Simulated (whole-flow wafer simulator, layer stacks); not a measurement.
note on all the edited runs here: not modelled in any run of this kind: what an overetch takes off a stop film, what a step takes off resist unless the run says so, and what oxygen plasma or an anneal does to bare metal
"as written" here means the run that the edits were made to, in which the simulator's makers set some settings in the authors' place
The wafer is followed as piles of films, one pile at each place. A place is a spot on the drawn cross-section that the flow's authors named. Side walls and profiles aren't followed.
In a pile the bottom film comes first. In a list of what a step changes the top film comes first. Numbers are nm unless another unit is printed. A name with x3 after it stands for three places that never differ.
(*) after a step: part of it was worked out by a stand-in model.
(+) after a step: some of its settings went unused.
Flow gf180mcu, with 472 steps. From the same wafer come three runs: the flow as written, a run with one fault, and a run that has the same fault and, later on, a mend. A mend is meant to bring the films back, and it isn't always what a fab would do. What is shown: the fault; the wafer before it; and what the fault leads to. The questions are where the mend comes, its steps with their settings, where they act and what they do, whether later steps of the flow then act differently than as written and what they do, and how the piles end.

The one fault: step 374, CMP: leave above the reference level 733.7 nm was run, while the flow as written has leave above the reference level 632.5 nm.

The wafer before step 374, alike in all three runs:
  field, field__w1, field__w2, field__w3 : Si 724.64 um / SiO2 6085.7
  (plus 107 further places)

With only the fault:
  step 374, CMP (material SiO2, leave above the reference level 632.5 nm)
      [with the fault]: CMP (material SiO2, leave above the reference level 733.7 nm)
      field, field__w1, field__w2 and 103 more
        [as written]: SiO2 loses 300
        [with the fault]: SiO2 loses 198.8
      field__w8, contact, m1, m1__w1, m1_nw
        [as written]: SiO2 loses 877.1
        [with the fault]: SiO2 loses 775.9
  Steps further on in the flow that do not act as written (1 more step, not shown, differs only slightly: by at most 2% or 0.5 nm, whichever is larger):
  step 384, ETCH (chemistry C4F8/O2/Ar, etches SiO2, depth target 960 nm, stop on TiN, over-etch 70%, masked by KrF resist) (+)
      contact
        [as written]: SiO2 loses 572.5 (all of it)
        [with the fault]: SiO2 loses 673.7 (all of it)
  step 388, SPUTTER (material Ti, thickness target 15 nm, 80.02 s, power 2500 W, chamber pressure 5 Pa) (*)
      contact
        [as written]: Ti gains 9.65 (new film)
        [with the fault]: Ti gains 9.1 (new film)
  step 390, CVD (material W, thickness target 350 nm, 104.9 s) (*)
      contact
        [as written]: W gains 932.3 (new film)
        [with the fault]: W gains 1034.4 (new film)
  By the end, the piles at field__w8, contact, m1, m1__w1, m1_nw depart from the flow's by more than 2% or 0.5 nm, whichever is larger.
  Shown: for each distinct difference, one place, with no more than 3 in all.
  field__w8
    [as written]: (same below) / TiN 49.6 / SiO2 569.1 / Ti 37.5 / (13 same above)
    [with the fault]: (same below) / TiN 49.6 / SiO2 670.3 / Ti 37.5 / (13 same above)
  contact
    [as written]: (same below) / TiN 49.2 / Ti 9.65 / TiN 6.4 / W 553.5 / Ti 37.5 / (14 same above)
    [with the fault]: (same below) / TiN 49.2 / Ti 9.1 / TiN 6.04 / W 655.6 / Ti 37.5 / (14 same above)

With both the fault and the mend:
  After step 374 comes the mend.
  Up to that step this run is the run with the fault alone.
  step 374a, CMP (material SiO2, leave above the reference level 632.5 nm) (a further turn of the flow's step 374)
      field, field__w1, field__w2 and 108 more
        SiO2 loses 101.2
  Every later step of the flow that is run acts as written at every place that is followed.
  The piles end the same as the flow's at every place that both follow.
